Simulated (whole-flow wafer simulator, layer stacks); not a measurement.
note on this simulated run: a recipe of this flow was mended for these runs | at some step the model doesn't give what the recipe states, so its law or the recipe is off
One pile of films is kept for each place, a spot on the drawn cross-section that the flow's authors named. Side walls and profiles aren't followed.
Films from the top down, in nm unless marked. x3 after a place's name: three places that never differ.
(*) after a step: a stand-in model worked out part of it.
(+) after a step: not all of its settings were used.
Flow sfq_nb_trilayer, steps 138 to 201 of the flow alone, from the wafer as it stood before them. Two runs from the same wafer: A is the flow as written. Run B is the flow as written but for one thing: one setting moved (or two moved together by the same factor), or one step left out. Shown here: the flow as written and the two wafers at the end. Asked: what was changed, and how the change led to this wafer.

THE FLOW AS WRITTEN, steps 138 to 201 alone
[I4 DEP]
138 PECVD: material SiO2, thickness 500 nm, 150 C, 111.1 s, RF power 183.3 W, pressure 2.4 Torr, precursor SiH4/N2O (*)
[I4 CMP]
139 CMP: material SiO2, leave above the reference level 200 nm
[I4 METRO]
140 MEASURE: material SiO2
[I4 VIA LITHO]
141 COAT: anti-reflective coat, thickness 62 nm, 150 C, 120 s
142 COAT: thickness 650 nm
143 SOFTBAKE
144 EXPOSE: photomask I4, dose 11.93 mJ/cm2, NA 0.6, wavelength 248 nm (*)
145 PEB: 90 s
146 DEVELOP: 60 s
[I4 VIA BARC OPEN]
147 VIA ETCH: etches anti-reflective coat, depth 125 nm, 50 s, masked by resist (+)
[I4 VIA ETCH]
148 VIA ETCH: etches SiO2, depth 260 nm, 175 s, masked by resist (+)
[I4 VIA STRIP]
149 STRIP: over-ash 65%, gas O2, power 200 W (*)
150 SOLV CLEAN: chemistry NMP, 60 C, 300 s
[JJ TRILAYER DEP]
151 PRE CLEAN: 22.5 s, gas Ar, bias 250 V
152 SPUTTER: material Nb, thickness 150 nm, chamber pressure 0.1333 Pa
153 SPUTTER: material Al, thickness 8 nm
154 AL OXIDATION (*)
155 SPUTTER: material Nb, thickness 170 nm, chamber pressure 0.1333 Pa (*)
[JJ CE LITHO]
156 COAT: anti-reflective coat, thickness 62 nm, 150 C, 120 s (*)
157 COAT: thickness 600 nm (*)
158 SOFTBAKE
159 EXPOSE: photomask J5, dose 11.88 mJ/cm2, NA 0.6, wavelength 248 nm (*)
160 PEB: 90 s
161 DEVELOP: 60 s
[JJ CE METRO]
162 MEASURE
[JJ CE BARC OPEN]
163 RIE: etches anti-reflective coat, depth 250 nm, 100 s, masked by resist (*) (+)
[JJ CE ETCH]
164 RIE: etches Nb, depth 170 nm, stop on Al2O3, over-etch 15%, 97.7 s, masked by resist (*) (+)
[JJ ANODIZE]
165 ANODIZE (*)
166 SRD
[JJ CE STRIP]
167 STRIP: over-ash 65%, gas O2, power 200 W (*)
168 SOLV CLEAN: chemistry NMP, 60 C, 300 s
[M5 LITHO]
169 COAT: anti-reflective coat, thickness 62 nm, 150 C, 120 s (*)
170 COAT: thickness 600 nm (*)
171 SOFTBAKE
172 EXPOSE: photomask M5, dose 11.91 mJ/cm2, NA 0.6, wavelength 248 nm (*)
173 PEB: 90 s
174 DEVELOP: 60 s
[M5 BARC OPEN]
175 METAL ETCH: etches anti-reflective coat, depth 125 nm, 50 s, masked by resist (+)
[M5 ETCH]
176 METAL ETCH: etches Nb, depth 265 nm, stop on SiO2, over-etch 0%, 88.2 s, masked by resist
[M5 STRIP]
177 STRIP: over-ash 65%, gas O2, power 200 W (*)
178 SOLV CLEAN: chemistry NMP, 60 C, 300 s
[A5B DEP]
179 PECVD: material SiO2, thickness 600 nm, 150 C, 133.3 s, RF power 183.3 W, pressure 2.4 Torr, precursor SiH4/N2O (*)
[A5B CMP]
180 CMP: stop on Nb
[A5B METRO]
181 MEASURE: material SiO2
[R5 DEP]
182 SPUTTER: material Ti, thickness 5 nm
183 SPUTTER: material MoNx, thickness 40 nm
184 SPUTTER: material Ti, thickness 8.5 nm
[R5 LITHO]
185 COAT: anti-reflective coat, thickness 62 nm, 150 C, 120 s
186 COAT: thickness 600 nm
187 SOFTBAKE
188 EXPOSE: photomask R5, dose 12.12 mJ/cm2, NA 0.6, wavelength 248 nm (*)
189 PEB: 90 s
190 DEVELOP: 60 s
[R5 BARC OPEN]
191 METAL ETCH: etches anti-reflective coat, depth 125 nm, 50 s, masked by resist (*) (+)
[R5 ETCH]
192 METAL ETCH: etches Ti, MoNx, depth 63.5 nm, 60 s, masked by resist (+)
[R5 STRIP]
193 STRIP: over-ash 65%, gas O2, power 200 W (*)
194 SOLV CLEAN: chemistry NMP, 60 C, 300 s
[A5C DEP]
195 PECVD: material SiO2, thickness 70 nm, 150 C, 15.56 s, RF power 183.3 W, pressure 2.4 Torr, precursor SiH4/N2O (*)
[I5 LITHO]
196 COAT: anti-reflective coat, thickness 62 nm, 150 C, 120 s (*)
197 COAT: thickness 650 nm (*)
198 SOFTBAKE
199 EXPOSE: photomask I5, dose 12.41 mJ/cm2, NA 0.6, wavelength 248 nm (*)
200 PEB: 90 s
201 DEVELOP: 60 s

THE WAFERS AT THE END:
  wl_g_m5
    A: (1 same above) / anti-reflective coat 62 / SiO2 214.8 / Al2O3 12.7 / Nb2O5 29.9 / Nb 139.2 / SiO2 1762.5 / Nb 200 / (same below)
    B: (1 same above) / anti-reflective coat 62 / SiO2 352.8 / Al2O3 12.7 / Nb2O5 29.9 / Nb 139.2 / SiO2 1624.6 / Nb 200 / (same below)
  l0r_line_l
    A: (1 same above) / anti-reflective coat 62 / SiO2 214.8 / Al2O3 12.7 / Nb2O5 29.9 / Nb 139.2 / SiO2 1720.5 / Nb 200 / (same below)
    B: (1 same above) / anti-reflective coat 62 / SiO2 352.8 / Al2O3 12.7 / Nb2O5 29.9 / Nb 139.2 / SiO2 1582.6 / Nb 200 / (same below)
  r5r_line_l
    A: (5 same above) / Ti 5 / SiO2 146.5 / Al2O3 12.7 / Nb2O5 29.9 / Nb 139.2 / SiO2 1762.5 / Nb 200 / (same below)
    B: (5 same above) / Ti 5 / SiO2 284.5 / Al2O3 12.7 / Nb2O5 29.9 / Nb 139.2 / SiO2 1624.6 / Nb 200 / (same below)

The cause: step 138, PECVD: RF power 73.32 W was run, where the flow has RF power 183.3 W.

How the change led to this, step by step:
  138 PECVD: material SiO2, thickness 500 nm, 150 C, 111.1 s, RF power 183.3 W, pressure 2.4 Torr, precursor SiH4/N2O (*)
      field_l, be, be_sur and 55 more: A SiO2 +500 | B SiO2 +266.1
      v_sur, via_wl, via_w and 35 more: A SiO2 +500 (new film) | B SiO2 +266.1 (new film)
      (and at 10 more places)
  139 CMP: material SiO2, leave above the reference level 200 nm
      field_l, be, be_sur and 55 more: A SiO2 -96 | B nothing
      p3_s0, p3_s1, p3_s2, p3_s3, p3_s4, p3_s5: A SiO2 -157.1 | B nothing
      (and at 42 more places)
  141 COAT: anti-reflective coat, thickness 62 nm, 150 C, 120 s
      p3_l1, p3_l2, p3_l3, p3_l4: A anti-reflective coat +62 (new film) | B anti-reflective coat +47 (new film)
      via_w, c5j, wl_j_sl: A anti-reflective coat +62 (new film) | B anti-reflective coat +65.5 (new film)
      (and at 87 more places)
  142 COAT: thickness 650 nm
      m0r_line_l x3: A KrF-resist-other-grade +650 (new film) | B KrF-resist-other-grade +693 (new film)
      m0r_line_r x3: A KrF-resist-other-grade +650 (new film) | B KrF-resist-other-grade +694.2 (new film)
      (and at 71 more places)
  146 DEVELOP: 60 s
      via_wl: A KrF-resist-other-grade -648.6 (all of it) | B KrF-resist-other-grade -599.6 (all of it)
      via_w: A KrF-resist-other-grade -648.6 (all of it) | B KrF-resist-other-grade -596 (all of it)
      (and at 1 more place)
  147 VIA ETCH: etches anti-reflective coat, depth 125 nm, 50 s, masked by resist (+)
      via_wl: A anti-reflective coat -62 (all of it), SiO2 -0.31 | B anti-reflective coat -55.6 (all of it), SiO2 -0.35
      via_w: A anti-reflective coat -62 (all of it), SiO2 -0.31 | B anti-reflective coat -65.5 (all of it), SiO2 -0.3
      (and at 1 more place)
  149 STRIP: over-ash 65%, gas O2, power 200 W (*)
      m0r_line_l x3: A KrF-resist-other-grade -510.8 (all of it), anti-reflective coat -62 (all of it) | B KrF-resist-other-grade -553.7 (all of it), anti-reflective coat -48.2 (all of it)
      m0r_space_l, m6r_space_l x2: A KrF-resist-other-grade -510.8 (all of it), anti-reflective coat -62 (all of it) | B KrF-resist-other-grade -520 (all of it), anti-reflective coat -89.6 (all of it)
      (and at 89 more places)
  152 SPUTTER: material Nb, thickness 150 nm, chamber pressure 0.1333 Pa
      lsp_r, l0_sur, l0v: A Nb +150 (new film) | B Nb +144.9 (new film)
      be, lsp_l: A Nb +150 (new film) | B Nb +139.5 (new film)
      (and at 1 more place)
  153 SPUTTER: material Al, thickness 8 nm
      be, lsp_l: A Al +8 (new film) | B Al +7.44 (new film)
      via_v: A Al +8 (new film) | B Al +6.18 (new film)
  155 SPUTTER: material Nb, thickness 170 nm, chamber pressure 0.1333 Pa (*)
      lsp_r, l0_sur, l0v: A Nb +170 (new film) | B Nb +164.2 (new film)
      be, lsp_l: A Nb +170 (new film) | B Nb +157.2 (new film)
      (and at 1 more place)
  156 COAT: anti-reflective coat, thickness 62 nm, 150 C, 120 s (*)
      m0r_line_l x3, m0r_line_r x3: A anti-reflective coat +62 (new film) | B anti-reflective coat +45.6 (new film)
      m0r_space_l, m0r_space_r, m6r_space_l x2, m6r_space_r x2: A anti-reflective coat +62 (new film) | B anti-reflective coat +87.4 (new film)
      (and at 80 more places)
  157 COAT: thickness 600 nm (*)
      wl_g_m5, m0r_line_l x3, m0r_line_r x3: A KrF-resist-other-grade +600 (new film) | B KrF-resist-other-grade +643.3 (new film)
      wl_e_sl, r5r_spacepad_r: A KrF-resist-other-grade +600 (new film) | B KrF-resist-other-grade +571.8 (new film)
      (and at 69 more places)
  161 DEVELOP: 60 s
      wl_f_m6, wl_g_m5, m0r_line_l x3, m0r_line_r x3: A KrF-resist-other-grade -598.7 (all of it) | B KrF-resist-other-grade -641.9 (all of it)
      wl_e_sl, r5r_spacepad_r: A KrF-resist-other-grade -598.7 (all of it) | B KrF-resist-other-grade -570.6 (all of it)
      (and at 68 more places)
  163 RIE: etches anti-reflective coat, depth 250 nm, 100 s, masked by resist (*) (+)
      m0r_line_l x3, m0r_line_r x3: A anti-reflective coat -62 (all of it) | B anti-reflective coat -45.6 (all of it)
      m0r_space_l, m0r_space_r, m6r_space_l x2, m6r_space_r x2: A anti-reflective coat -62 (all of it) | B anti-reflective coat -87.4 (all of it)
      (and at 76 more places)
  164 RIE: etches Nb, depth 170 nm, stop on Al2O3, over-etch 15%, 97.7 s, masked by resist (*) (+)
      be, lsp_l: A Nb -170 (all of it), Al2O3 -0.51 | B Nb -157.2 (all of it), Al2O3 -0.96 (all of it)
      via_v: A Nb -170 (all of it), Al2O3 -0.51 | B Nb -127.6 (all of it), Al2O3 -0.96 (all of it)
      (and at 3 more places)
  165 ANODIZE (*)
      be, lsp_l: A Al2O3 +12.2, Nb2O5 +29.9 (new film), Al -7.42 (all of it), Nb -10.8 | B Al2O3 +11.3 (new film), Nb2O5 +32.4 (new film), Al -6.86 (all of it), Nb -11.7
      via_v: A Al2O3 +12.2, Nb2O5 +29.9 (new film), Al -7.42 (all of it), Nb -10.8 | B Al2O3 +9.24 (new film), Nb2O5 +36.1 (new film), Al -5.6 (all of it), Nb -13
      (and at 3 more places)
  ... 11 more steps ...
  196 COAT: anti-reflective coat, thickness 62 nm, 150 C, 120 s (*)
      jj_sur: A anti-reflective coat +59 (new film) | B anti-reflective coat +60.6 (new film)
      ce_l: A anti-reflective coat +64.8 (new film) | B anti-reflective coat +61.9 (new film)
      (and at 3 more places)
